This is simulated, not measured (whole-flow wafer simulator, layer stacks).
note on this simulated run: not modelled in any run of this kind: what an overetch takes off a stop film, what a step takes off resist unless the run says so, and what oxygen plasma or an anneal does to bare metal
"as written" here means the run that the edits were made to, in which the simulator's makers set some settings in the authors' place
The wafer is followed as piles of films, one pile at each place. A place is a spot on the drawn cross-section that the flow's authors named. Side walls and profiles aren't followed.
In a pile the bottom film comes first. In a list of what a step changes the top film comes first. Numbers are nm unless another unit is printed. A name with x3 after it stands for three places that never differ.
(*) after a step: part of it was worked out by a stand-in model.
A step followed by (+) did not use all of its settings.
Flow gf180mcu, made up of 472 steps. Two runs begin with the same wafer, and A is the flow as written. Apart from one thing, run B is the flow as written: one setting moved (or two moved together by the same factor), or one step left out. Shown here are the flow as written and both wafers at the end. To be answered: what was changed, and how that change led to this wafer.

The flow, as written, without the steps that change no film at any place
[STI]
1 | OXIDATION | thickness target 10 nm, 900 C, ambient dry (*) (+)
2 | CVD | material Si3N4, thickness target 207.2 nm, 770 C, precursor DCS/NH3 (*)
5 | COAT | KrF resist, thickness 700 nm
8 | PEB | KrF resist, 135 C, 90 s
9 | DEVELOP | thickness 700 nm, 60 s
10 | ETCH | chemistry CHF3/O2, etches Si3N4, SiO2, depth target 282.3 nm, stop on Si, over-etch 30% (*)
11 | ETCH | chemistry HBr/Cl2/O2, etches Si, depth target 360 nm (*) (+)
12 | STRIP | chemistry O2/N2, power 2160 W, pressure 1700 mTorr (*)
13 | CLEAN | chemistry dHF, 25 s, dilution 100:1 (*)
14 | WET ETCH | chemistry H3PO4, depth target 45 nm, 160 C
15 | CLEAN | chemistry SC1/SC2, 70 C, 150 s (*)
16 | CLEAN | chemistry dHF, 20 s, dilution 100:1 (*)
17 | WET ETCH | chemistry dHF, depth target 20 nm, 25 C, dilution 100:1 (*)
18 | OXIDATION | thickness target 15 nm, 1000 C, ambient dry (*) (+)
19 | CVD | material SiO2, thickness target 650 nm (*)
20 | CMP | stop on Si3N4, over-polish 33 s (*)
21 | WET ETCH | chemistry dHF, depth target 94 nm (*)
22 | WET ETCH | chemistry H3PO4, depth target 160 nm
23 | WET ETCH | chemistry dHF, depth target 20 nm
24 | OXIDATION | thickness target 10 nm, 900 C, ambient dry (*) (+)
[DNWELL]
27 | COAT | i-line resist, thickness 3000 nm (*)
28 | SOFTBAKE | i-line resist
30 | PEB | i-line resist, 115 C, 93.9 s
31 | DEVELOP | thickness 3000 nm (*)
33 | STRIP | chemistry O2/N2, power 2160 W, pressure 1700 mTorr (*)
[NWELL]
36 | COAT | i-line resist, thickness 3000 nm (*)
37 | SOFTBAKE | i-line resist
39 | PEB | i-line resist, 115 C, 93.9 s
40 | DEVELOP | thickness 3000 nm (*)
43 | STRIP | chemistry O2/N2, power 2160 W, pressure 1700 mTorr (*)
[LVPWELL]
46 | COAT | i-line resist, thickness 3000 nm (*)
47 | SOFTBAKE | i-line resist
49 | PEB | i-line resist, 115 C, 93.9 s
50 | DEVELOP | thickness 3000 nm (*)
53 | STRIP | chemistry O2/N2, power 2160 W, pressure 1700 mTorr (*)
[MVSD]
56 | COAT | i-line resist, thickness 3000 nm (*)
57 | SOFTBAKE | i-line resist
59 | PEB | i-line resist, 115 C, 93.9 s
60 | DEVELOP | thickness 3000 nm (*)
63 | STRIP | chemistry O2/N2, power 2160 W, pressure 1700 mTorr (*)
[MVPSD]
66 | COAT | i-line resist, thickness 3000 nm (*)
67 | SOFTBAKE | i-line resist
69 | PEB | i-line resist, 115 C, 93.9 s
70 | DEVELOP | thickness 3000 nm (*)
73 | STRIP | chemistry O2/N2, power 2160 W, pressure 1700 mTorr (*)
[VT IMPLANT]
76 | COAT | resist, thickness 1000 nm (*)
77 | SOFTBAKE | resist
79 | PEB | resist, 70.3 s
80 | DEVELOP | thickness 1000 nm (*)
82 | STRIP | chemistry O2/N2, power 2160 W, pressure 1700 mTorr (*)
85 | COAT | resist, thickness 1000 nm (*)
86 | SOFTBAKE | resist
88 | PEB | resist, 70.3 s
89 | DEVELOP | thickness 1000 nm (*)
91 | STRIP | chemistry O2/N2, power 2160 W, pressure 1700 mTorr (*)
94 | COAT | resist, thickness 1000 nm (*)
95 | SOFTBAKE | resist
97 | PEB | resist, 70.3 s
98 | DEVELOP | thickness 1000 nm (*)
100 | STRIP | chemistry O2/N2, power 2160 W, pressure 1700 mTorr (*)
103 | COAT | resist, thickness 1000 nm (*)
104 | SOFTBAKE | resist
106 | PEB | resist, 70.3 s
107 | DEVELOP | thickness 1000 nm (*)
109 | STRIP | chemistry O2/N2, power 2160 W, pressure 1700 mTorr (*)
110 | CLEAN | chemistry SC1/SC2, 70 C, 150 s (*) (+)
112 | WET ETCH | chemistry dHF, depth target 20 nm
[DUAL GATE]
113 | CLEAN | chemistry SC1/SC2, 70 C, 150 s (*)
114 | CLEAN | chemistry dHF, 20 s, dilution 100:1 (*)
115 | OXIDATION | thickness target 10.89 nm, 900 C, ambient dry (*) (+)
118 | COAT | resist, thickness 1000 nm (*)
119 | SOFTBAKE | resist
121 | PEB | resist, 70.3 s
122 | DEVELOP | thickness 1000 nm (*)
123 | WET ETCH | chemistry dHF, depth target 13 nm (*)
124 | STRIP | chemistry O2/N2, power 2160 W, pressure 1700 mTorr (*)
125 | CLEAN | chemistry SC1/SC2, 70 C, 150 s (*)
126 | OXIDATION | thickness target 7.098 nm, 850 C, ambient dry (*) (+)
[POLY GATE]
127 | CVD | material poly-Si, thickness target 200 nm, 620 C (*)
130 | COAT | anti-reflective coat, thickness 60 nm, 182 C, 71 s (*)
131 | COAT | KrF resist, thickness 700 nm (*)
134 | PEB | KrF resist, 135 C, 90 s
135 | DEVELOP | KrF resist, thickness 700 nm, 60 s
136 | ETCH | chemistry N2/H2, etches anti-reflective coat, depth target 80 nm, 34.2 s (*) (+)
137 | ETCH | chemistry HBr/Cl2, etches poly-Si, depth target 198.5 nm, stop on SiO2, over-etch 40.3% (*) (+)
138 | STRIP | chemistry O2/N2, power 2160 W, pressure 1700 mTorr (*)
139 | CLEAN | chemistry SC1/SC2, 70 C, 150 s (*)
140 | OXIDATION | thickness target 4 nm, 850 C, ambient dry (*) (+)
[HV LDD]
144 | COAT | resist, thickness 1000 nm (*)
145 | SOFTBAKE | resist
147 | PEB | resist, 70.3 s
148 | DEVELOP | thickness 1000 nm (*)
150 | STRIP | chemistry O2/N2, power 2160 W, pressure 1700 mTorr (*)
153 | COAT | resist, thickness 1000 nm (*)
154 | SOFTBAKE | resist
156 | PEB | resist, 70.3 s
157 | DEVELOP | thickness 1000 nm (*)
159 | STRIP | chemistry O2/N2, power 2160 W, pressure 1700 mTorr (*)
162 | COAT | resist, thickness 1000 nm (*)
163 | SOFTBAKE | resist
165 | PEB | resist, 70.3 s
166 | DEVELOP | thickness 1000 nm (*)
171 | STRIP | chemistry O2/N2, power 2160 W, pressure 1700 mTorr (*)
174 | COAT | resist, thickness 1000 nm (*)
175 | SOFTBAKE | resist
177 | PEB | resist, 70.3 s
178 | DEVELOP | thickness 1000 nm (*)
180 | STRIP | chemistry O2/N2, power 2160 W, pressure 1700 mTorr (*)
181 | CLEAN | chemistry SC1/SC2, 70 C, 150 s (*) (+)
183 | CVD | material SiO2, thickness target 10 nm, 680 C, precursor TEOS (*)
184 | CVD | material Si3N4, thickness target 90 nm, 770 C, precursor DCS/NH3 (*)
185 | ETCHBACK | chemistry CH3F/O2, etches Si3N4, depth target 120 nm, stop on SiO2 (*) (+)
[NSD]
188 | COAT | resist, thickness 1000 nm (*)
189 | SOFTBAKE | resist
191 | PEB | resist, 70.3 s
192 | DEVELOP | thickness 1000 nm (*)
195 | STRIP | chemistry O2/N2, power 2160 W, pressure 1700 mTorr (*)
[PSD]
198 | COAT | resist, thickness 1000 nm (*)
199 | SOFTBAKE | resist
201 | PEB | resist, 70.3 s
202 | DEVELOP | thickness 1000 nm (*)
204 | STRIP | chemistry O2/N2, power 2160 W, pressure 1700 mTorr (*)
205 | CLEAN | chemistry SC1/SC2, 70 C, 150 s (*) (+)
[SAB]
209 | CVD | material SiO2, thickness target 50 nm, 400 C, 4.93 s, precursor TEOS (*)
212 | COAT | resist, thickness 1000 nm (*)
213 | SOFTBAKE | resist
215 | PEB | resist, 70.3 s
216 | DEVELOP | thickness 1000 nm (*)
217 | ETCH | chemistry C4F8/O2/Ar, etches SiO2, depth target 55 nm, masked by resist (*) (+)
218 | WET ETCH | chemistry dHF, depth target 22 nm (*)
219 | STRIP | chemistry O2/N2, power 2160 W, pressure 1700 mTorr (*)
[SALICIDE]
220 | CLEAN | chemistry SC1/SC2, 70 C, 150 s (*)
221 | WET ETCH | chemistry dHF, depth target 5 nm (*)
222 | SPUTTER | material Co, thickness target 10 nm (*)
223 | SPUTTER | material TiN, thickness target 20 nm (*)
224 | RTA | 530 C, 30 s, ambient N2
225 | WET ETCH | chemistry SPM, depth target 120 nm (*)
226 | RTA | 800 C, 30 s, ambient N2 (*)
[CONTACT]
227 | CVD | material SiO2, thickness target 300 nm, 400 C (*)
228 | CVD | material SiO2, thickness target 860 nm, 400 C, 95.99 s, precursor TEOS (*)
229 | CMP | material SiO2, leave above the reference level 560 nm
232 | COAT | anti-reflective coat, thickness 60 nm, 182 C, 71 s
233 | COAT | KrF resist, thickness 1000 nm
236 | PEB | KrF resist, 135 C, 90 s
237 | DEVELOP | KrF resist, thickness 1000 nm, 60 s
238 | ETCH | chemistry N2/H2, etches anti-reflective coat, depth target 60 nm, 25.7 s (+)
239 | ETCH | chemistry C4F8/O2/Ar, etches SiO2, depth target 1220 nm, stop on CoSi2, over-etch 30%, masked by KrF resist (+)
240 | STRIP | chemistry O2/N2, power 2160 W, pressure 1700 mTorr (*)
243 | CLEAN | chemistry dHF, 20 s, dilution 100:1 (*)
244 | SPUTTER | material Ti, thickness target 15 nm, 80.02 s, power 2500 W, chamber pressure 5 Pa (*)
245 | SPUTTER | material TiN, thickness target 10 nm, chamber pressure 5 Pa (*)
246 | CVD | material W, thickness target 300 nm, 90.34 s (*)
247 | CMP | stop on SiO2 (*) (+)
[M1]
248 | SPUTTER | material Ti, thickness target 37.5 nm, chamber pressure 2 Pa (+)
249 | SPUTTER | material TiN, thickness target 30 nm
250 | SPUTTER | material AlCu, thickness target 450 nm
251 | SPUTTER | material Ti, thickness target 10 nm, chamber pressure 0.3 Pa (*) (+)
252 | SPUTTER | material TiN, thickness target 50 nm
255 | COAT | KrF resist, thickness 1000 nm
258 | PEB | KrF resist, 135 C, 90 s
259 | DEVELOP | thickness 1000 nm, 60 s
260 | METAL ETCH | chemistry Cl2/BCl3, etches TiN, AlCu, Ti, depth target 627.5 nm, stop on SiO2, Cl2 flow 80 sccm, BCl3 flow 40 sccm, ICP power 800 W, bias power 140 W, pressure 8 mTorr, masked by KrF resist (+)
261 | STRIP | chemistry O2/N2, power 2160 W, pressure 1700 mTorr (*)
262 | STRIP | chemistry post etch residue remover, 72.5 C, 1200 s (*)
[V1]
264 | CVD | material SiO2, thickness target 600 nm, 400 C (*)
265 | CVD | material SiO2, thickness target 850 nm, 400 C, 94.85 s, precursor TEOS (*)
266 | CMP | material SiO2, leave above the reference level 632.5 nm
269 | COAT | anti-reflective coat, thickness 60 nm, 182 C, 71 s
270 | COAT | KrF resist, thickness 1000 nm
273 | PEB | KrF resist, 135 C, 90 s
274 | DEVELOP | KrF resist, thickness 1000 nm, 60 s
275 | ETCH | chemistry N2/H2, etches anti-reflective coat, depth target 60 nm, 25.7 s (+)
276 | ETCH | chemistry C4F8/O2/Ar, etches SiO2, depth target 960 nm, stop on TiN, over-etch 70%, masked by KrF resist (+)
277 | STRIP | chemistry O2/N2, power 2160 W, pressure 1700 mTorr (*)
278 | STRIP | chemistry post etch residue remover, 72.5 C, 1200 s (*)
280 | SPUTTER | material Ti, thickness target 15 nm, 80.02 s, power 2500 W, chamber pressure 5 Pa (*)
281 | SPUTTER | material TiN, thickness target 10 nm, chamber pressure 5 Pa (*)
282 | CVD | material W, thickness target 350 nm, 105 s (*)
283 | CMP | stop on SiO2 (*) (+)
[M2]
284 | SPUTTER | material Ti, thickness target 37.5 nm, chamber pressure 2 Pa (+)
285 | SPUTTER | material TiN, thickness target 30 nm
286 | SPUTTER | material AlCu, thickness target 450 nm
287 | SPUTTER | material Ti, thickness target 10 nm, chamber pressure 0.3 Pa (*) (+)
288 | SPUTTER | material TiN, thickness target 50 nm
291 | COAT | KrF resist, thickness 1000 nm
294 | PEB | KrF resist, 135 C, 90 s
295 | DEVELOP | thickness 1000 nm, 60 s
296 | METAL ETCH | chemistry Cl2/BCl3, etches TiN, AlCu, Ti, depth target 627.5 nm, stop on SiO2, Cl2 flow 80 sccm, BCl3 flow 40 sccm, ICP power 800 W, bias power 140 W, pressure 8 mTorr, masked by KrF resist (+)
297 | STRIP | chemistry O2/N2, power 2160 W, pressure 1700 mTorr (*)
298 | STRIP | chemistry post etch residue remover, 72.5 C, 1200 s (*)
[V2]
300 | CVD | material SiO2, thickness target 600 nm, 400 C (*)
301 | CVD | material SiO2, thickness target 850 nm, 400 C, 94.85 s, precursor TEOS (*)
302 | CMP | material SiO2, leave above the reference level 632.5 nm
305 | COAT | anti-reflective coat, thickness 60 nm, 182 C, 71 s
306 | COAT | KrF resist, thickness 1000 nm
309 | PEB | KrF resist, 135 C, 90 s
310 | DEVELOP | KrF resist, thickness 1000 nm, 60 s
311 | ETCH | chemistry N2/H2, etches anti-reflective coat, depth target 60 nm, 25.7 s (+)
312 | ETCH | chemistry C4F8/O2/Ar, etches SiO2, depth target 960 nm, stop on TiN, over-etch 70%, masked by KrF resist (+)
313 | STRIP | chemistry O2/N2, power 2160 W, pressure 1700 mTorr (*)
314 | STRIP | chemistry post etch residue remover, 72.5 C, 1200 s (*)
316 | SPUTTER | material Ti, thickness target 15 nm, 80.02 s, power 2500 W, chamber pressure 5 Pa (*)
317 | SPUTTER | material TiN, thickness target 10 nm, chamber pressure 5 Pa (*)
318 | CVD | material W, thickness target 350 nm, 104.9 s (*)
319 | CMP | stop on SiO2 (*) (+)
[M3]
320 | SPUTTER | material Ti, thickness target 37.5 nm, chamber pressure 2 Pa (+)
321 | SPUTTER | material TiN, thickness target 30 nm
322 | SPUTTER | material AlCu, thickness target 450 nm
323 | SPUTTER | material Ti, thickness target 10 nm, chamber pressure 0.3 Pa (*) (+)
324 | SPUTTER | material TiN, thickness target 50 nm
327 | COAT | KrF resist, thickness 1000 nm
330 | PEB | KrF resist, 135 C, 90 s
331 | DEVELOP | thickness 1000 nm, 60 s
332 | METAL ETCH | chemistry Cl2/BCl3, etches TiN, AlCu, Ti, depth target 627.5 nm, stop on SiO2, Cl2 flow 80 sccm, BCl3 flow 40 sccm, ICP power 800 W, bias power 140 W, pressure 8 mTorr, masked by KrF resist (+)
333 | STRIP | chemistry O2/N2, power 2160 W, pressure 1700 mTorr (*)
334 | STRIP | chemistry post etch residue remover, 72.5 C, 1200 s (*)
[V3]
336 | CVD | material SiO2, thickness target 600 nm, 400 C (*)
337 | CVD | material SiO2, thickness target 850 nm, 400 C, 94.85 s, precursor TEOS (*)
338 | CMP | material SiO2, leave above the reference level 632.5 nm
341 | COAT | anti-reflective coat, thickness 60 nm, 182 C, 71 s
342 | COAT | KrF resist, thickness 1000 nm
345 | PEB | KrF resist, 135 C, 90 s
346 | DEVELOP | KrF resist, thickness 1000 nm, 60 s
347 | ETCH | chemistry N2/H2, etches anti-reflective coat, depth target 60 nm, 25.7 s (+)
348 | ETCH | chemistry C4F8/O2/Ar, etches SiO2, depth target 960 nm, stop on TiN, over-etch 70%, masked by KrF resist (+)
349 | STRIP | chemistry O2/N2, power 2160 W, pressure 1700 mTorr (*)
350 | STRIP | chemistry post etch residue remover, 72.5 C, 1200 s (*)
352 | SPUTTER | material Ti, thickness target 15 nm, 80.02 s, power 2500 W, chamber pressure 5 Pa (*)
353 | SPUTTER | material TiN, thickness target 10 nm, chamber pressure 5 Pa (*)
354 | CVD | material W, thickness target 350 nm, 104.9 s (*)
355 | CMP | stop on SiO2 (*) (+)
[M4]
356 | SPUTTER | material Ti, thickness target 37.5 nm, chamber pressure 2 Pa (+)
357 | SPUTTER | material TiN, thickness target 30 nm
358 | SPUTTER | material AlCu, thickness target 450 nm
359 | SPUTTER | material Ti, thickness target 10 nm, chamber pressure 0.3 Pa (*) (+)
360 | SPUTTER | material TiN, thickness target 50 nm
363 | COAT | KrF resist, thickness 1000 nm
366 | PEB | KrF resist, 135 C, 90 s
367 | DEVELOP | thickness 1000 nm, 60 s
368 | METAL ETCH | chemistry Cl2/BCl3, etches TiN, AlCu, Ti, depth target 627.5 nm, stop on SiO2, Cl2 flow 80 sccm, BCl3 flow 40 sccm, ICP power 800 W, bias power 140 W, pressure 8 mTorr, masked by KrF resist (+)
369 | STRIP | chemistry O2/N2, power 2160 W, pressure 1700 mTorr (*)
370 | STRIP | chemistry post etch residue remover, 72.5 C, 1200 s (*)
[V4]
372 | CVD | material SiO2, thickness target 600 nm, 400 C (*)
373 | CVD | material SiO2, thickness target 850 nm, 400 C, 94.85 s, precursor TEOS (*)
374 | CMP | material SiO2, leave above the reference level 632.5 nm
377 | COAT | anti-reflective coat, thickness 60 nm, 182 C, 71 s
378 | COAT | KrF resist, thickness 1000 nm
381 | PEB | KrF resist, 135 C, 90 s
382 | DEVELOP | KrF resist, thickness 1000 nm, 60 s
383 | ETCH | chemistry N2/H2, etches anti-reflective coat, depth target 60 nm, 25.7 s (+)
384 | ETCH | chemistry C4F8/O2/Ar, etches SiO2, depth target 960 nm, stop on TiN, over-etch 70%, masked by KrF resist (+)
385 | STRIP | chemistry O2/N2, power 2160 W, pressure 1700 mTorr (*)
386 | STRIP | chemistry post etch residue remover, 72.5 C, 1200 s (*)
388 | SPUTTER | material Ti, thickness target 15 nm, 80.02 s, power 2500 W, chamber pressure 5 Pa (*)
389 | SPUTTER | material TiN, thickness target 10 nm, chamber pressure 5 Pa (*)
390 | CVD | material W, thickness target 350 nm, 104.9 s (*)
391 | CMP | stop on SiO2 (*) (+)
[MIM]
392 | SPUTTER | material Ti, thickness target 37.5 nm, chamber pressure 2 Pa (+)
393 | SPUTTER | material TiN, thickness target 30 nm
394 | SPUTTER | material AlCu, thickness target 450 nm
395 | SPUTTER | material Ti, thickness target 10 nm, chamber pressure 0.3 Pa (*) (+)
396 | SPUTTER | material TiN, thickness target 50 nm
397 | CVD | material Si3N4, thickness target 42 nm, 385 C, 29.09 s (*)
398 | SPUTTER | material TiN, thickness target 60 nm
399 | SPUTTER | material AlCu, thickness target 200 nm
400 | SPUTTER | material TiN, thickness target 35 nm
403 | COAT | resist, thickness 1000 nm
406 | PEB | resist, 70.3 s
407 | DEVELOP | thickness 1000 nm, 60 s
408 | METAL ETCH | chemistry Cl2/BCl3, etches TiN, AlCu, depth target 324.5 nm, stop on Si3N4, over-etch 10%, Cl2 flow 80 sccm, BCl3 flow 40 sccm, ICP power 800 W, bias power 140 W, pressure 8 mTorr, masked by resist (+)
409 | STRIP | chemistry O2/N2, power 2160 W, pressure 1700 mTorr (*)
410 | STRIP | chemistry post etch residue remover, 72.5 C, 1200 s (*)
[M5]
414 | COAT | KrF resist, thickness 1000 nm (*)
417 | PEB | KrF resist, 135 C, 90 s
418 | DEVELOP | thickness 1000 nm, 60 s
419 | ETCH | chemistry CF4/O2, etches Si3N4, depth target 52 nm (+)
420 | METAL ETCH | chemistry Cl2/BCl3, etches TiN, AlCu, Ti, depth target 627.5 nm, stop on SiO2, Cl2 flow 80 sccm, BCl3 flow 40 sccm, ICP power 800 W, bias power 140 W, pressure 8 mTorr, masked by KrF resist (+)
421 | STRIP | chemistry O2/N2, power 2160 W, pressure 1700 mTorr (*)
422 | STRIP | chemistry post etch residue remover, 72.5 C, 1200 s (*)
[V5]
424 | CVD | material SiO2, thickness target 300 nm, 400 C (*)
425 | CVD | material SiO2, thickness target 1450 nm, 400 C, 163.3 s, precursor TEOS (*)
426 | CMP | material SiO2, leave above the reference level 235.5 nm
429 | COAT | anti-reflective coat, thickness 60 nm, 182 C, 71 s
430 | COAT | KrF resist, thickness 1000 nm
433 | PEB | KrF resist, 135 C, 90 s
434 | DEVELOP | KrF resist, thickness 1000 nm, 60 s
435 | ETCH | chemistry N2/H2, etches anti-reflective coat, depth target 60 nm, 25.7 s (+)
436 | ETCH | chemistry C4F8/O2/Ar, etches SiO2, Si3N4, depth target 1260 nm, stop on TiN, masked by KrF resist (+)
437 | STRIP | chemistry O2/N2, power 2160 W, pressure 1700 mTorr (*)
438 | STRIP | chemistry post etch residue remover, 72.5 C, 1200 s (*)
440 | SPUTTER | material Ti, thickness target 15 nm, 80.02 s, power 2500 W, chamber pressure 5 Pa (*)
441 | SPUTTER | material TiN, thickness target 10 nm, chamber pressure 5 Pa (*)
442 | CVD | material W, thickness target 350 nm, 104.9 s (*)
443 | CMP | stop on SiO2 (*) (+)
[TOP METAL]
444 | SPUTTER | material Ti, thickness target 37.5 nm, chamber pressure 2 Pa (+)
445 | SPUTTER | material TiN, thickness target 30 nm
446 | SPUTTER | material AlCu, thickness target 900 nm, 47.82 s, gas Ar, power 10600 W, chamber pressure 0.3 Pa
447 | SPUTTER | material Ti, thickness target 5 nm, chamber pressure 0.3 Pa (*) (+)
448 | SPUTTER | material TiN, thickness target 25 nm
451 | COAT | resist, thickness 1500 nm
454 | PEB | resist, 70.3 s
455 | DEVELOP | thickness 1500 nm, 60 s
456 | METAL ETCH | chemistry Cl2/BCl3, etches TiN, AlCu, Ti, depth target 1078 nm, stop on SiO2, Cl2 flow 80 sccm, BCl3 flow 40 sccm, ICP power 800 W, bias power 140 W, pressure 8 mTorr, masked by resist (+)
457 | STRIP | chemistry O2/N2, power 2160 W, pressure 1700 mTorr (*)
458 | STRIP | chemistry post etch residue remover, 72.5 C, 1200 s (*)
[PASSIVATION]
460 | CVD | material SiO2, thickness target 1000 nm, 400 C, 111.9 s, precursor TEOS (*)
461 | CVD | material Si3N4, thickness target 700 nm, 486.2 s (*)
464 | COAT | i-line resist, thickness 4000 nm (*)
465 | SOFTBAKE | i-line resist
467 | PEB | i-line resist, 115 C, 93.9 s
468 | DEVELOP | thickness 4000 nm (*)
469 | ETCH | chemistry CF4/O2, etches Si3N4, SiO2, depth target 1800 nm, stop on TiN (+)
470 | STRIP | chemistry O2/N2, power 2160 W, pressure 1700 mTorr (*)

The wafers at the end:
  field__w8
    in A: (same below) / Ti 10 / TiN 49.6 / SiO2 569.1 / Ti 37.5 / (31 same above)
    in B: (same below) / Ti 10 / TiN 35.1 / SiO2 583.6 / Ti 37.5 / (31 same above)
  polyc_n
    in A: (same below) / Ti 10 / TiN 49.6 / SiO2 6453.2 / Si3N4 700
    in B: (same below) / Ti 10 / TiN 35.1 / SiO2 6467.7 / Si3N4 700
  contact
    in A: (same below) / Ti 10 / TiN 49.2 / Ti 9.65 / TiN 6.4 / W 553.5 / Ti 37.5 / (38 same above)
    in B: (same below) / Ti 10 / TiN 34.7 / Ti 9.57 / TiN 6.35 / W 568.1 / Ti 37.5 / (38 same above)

Cause: step 252, SPUTTER: thickness target 35.5 nm was run, though the flow has thickness target 50 nm.

Step by step, how the change led to this:
  252 | SPUTTER | material TiN, thickness target 50 nm
      field, field__w1, field__w2 and 108 more: A +50 TiN (new film) | B +35.5 TiN (new film)
  260 | METAL ETCH | chemistry Cl2/BCl3, etches TiN, AlCu, Ti, depth target 627.5 nm, stop on SiO2, Cl2 flow 80 sccm, BCl3 flow 40 sccm, ICP power 800 W, bias power 140 W, pressure 8 mTorr, masked by KrF resist (+)
      field, field__w1, field__w2 and 99 more: A -50 TiN (all of it), -10 Ti (all of it), -450 AlCu (all of it), -30 TiN (all of it), -37.5 Ti (all of it) | B -35.5 TiN (all of it), -10 Ti (all of it), -450 AlCu (all of it), -30 TiN (all of it), -37.5 Ti (all of it)
  276 | ETCH | chemistry C4F8/O2/Ar, etches SiO2, depth target 960 nm, stop on TiN, over-etch 70%, masked by KrF resist (+)
      contact: A -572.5 SiO2 (all of it) | B -587 SiO2 (all of it)
